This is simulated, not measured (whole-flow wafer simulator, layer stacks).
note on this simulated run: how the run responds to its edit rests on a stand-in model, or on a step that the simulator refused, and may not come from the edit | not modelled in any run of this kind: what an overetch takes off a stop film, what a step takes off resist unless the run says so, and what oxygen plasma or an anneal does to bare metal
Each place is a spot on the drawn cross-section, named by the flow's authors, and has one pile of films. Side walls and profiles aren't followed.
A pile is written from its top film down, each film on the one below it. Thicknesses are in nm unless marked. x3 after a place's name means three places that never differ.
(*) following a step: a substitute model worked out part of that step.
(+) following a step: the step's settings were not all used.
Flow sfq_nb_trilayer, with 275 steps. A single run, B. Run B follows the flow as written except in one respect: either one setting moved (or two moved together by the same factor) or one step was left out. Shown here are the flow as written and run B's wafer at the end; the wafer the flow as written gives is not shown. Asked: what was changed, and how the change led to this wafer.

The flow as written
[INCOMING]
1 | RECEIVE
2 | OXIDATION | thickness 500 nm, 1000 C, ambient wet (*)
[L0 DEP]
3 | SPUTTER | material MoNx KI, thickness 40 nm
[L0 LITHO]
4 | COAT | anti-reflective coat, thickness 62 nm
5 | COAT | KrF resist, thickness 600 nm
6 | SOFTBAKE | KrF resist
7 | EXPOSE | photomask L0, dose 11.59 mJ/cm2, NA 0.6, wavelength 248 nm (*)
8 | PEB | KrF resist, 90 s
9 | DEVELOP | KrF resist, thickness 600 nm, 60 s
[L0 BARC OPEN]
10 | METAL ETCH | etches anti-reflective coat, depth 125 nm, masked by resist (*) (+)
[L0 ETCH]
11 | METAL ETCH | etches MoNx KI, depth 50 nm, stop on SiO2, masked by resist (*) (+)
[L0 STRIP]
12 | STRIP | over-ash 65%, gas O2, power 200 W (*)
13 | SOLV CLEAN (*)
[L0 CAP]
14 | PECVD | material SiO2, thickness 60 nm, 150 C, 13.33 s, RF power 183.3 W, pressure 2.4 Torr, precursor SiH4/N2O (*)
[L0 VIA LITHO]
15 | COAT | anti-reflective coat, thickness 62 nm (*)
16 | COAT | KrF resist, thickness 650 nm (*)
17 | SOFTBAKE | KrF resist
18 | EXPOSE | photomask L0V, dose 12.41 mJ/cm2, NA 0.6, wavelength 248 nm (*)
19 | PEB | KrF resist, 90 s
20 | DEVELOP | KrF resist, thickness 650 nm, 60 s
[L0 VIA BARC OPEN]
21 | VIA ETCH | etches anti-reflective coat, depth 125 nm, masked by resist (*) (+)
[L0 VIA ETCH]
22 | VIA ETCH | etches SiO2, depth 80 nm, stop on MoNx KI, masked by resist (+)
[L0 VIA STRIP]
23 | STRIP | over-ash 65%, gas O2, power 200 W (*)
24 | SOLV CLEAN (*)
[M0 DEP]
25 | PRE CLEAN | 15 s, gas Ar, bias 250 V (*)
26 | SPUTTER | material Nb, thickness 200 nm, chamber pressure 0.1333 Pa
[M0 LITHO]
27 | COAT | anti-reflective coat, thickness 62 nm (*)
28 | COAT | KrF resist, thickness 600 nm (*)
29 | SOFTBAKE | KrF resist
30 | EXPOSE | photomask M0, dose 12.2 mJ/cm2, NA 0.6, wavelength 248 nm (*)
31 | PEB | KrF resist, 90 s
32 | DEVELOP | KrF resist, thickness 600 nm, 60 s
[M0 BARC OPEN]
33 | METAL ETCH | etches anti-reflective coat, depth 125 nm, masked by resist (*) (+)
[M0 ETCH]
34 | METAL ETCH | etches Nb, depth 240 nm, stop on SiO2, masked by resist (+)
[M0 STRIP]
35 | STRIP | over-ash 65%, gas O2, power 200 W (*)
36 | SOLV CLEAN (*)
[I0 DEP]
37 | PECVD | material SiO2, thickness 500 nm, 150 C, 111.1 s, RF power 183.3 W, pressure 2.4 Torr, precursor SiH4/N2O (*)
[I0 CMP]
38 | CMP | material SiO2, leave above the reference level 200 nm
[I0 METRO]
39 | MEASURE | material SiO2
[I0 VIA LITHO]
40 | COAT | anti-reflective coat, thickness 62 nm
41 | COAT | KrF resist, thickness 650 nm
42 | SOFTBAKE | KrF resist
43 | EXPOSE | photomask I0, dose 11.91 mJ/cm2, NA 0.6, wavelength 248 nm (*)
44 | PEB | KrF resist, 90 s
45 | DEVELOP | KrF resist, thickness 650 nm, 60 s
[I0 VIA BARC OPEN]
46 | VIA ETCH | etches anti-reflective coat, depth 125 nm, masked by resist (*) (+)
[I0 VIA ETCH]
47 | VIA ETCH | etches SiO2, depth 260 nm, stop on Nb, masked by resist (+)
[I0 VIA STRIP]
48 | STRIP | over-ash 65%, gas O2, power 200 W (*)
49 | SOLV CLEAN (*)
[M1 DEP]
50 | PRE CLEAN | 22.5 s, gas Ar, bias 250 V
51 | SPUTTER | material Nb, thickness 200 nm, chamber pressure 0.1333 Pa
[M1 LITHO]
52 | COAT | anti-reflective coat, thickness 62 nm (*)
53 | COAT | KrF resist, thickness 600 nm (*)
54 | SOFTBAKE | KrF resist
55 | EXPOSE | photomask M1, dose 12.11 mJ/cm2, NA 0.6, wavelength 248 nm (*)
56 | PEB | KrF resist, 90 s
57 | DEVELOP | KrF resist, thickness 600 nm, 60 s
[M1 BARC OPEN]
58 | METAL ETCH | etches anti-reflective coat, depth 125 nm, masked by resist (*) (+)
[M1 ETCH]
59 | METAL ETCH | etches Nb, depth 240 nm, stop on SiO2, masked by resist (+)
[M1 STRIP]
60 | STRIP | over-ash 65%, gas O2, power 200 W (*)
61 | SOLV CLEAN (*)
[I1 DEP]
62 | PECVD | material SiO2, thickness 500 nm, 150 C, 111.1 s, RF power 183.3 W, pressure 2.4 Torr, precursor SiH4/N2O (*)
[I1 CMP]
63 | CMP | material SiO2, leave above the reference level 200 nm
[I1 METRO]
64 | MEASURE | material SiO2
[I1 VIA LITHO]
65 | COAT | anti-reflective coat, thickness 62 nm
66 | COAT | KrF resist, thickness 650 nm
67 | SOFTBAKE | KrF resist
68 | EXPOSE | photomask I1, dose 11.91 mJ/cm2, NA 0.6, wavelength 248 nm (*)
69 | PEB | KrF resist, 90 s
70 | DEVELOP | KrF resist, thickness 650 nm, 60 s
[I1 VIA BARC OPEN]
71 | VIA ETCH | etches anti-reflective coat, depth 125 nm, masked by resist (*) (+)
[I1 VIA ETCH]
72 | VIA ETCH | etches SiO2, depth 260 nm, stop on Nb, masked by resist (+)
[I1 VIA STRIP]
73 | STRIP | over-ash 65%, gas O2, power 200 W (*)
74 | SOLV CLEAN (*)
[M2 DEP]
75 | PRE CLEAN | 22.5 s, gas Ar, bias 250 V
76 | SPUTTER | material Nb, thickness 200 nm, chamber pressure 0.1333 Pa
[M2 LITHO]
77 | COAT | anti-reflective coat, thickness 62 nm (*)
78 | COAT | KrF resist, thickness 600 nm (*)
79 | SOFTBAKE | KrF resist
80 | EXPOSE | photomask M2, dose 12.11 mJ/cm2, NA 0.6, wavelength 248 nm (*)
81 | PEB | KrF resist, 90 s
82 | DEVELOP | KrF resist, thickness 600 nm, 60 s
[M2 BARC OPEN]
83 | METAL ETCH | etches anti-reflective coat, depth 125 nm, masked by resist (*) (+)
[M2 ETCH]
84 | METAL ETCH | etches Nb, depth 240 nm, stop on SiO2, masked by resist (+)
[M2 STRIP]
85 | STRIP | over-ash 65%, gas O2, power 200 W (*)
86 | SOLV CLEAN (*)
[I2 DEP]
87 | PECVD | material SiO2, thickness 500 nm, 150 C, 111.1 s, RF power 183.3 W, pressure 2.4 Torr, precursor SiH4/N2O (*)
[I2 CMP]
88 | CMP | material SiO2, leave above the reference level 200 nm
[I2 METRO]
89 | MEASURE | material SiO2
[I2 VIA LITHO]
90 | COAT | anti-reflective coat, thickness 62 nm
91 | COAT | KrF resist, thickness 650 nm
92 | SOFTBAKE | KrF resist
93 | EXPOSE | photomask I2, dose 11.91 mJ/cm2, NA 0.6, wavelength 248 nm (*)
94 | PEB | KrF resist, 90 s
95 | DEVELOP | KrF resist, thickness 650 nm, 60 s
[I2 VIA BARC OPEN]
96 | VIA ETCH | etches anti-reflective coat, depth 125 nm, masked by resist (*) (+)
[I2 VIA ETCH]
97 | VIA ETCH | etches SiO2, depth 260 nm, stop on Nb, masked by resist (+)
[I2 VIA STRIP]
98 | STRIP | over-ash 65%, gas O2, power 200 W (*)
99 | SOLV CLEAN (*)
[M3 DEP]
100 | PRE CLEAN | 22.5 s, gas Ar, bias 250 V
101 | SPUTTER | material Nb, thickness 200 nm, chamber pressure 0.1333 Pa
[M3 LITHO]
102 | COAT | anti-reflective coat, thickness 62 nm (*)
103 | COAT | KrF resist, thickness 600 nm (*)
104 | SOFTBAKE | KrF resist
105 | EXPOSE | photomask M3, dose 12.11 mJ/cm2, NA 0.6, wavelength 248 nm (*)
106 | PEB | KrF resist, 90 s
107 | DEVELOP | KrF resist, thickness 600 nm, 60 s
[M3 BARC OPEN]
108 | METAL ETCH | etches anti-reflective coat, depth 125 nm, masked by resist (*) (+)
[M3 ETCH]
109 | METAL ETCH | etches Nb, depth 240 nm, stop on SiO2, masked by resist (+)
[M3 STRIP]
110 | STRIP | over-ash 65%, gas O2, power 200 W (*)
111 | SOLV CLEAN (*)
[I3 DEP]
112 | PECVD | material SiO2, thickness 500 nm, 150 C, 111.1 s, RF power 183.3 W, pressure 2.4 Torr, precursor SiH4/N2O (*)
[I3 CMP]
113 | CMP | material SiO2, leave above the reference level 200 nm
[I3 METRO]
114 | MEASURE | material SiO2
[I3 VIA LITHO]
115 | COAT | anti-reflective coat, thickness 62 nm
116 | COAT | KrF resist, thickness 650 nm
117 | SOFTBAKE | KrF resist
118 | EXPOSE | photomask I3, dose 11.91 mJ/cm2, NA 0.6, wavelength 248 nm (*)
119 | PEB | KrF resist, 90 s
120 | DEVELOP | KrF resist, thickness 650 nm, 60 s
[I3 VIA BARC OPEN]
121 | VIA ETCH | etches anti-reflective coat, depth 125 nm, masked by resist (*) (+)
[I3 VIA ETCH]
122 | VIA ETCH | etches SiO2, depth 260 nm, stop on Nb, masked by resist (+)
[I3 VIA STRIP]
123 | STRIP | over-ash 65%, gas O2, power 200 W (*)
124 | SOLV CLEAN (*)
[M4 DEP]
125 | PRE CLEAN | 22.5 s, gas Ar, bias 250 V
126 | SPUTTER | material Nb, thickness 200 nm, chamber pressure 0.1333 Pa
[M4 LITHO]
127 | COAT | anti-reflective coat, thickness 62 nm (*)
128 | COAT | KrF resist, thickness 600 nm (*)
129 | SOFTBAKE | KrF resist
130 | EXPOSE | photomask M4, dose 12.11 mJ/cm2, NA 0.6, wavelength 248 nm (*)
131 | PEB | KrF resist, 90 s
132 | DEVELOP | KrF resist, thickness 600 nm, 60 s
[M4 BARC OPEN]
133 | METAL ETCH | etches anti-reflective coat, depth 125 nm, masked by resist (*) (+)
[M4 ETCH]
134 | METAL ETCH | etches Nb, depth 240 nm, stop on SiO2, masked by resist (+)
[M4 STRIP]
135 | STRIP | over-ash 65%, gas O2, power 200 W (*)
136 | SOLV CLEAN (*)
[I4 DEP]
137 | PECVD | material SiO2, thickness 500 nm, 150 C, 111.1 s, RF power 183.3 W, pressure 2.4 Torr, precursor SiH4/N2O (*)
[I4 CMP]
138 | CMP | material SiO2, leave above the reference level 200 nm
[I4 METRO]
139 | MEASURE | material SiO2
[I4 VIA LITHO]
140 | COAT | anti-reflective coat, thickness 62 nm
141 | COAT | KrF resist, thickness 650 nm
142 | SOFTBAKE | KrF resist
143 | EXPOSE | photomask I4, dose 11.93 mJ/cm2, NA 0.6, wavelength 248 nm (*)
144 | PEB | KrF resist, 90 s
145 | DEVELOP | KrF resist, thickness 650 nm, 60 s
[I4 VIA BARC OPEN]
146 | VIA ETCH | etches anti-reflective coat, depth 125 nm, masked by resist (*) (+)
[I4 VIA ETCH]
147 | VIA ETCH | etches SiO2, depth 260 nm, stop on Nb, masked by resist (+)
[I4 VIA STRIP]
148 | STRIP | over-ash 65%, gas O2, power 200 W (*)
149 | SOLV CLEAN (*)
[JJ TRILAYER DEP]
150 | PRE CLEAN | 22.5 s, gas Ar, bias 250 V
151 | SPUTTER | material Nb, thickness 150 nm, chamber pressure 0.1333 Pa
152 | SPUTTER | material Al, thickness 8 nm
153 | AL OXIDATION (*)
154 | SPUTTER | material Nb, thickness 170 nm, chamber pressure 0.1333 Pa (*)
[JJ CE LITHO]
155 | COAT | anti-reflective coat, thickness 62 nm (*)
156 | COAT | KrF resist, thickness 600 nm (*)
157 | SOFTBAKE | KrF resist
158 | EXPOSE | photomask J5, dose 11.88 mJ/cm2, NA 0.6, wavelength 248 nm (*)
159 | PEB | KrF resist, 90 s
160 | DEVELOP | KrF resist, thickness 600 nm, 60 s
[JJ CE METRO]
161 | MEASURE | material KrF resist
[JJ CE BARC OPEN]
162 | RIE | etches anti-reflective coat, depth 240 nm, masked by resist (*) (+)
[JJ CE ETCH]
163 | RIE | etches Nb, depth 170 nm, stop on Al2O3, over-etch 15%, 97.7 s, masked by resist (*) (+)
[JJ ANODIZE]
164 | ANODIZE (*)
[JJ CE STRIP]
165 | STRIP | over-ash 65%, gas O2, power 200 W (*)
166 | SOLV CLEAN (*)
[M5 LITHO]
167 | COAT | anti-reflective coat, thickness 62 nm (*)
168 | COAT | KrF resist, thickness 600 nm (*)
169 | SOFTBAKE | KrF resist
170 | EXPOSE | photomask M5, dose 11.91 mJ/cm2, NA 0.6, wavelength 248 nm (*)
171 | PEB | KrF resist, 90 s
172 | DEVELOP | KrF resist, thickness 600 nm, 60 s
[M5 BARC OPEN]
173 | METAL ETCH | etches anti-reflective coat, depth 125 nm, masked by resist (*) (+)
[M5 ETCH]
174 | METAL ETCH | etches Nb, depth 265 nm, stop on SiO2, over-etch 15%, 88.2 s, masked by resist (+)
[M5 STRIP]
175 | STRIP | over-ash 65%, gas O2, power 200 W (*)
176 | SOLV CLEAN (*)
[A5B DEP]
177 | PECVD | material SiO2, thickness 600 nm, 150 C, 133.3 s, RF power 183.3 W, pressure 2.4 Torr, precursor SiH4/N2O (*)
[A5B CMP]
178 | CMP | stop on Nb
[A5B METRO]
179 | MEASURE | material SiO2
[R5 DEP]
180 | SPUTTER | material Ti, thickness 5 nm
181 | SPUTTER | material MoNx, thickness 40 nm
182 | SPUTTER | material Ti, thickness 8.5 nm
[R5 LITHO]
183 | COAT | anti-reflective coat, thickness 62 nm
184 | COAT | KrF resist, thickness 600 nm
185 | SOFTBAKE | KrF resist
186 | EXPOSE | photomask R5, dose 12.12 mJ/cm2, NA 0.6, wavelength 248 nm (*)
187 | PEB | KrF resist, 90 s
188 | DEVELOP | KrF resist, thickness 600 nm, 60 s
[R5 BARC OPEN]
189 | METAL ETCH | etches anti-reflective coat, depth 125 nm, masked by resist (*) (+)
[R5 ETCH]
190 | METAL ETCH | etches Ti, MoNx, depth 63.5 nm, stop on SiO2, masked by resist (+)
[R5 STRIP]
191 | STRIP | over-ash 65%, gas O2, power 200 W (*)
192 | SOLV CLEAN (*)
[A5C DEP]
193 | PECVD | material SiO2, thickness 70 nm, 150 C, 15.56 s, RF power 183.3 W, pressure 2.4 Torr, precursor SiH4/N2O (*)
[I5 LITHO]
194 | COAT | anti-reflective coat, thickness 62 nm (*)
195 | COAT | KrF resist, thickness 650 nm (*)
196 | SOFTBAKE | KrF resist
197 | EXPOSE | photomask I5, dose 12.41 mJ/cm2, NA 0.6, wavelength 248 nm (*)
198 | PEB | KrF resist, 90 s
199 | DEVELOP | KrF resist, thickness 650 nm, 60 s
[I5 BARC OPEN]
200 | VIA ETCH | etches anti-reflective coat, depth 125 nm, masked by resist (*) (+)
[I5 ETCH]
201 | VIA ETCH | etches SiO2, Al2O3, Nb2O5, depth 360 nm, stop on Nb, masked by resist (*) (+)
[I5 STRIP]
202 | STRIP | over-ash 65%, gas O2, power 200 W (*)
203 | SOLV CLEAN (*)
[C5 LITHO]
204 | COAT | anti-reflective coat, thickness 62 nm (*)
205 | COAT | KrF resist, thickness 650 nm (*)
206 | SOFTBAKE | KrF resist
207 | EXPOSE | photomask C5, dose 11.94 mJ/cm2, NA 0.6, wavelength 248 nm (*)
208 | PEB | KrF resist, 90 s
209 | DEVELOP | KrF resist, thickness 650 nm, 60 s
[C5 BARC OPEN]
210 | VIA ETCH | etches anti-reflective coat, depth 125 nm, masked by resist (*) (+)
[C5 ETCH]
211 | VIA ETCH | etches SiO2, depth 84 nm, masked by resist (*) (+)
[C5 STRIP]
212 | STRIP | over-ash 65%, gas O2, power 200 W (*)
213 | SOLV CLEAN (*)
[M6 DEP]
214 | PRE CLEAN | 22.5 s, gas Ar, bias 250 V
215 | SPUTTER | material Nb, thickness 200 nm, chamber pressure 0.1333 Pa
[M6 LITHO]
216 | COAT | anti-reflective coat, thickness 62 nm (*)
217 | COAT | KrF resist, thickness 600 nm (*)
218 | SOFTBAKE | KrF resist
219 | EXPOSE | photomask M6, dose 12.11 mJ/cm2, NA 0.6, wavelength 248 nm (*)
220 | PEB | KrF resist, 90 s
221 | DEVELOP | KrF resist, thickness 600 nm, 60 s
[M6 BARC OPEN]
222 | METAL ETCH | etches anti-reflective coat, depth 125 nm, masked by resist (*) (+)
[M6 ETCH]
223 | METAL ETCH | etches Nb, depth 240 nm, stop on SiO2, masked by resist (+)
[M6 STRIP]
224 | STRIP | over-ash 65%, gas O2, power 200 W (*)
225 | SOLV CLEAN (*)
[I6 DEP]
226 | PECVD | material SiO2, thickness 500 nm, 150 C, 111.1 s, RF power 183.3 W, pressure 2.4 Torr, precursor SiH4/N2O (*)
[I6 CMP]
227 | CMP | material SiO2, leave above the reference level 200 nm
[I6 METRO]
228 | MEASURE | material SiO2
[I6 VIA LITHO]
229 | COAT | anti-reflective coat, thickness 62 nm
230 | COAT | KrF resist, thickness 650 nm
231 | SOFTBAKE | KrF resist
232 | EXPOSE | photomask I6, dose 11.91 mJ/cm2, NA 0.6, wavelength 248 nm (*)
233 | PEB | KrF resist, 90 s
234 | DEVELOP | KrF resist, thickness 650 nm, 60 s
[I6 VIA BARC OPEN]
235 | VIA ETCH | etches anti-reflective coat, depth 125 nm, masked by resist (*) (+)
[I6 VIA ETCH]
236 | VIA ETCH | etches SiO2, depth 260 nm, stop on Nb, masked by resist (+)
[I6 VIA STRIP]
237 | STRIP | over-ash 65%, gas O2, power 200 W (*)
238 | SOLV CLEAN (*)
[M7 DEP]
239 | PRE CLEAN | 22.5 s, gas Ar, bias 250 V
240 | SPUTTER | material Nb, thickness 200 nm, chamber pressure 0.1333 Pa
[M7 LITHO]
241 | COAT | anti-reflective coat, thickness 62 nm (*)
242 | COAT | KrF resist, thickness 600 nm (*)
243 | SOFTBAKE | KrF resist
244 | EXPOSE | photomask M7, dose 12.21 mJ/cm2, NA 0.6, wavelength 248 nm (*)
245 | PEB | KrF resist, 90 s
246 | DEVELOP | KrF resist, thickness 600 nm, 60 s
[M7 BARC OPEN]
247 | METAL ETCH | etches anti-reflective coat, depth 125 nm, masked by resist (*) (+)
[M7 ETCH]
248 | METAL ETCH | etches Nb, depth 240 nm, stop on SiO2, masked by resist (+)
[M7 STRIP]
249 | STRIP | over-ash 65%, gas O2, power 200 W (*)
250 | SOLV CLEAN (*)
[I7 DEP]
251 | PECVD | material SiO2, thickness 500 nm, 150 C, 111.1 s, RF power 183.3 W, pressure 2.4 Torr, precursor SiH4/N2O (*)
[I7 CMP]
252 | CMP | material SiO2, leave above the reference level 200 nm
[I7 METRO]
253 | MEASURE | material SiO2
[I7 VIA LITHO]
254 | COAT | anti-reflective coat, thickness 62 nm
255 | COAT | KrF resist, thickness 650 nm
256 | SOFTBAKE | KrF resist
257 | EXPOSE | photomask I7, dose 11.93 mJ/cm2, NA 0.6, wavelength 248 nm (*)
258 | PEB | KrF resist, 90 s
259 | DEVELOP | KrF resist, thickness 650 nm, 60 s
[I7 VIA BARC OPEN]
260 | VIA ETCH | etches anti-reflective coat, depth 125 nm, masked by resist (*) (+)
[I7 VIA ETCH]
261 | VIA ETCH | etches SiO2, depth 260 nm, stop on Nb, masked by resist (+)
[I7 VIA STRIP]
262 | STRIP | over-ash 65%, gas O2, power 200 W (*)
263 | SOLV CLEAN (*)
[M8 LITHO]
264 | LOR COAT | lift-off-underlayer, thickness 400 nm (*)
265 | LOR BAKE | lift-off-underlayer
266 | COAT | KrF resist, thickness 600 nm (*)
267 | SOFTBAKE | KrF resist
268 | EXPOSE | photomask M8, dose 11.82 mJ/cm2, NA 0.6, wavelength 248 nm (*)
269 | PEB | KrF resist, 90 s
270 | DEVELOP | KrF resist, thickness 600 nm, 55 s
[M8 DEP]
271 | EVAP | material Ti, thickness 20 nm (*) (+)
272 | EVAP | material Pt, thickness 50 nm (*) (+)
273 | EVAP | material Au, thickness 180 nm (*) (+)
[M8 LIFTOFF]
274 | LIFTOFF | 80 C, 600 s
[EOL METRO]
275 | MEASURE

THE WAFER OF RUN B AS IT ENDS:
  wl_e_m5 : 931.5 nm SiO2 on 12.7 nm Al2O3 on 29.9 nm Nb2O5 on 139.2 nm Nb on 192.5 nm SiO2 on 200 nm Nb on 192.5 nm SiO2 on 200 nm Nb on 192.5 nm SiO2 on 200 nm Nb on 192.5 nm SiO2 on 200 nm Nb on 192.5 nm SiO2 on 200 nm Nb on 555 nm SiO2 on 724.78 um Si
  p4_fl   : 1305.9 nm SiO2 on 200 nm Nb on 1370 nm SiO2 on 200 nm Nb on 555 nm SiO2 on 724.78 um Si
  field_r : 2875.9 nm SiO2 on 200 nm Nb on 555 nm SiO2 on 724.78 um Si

What caused this: step 215, SPUTTER: thickness 130 nm was run, though the flow has thickness 200 nm.

Step by step, how the change led to this:
  215 | SPUTTER | material Nb, thickness 200 nm, chamber pressure 0.1333 Pa
      field_l, v_sur, via_wl and 100 more: +130 Nb (new film) (as written it would have been: +200 Nb (new film))
      be: +96.2 Nb (as written it would have been: +147.3 Nb)
      (also at 2 further places)
  216 | COAT | anti-reflective coat, thickness 62 nm (*)
      be: +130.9 anti-reflective coat (new film) (as written it would have been: +136.7 anti-reflective coat (new film))
      be_sur: +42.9 anti-reflective coat (new film) (as written it would have been: +43.8 anti-reflective coat (new film))
  223 | METAL ETCH | etches Nb, depth 240 nm, stop on SiO2, masked by resist (+)
      field_l, gap, moat and 76 more: -130 Nb (all of it) (as written it would have been: -200 Nb (all of it))
      v_sur, via_wl, via_w and 24 more: -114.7 KrF resist (as written it would have been: -141.2 KrF resist)
  224 | STRIP | over-ash 65%, gas O2, power 200 W (*)
      wl_j_sl, wl_j_sr: -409 KrF resist (all of it), -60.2 anti-reflective coat (all of it) (as written it would have been: -382.5 KrF resist (all of it), -60.2 anti-reflective coat (all of it))
      wl_c_m6, wl_f_m6: -408.7 KrF resist (all of it), -62 anti-reflective coat (all of it) (as written it would have been: -382.3 KrF resist (all of it), -62 anti-reflective coat (all of it))
      (also at 23 further places)
  226 | PECVD | material SiO2, thickness 500 nm, 150 C, 111.1 s, RF power 183.3 W, pressure 2.4 Torr, precursor SiH4/N2O (*)
      gap, wl_a_sl, m6r_space_l x2: +500 SiO2 (as written it would have been: +557.1 SiO2)
      be: +667.1 SiO2 (new film) (as written it would have been: +693.5 SiO2 (new film))
  227 | CMP | material SiO2, leave above the reference level 200 nm
      field_l, p4_fl, p4_fm and 59 more: -170 SiO2 (as written it would have been: -100 SiO2)
      moat, field_r, lsp_l, ln_m5, lsp_m: -170 SiO2 (as written it would have been: -93.6 SiO2)
      (also at 13 further places)
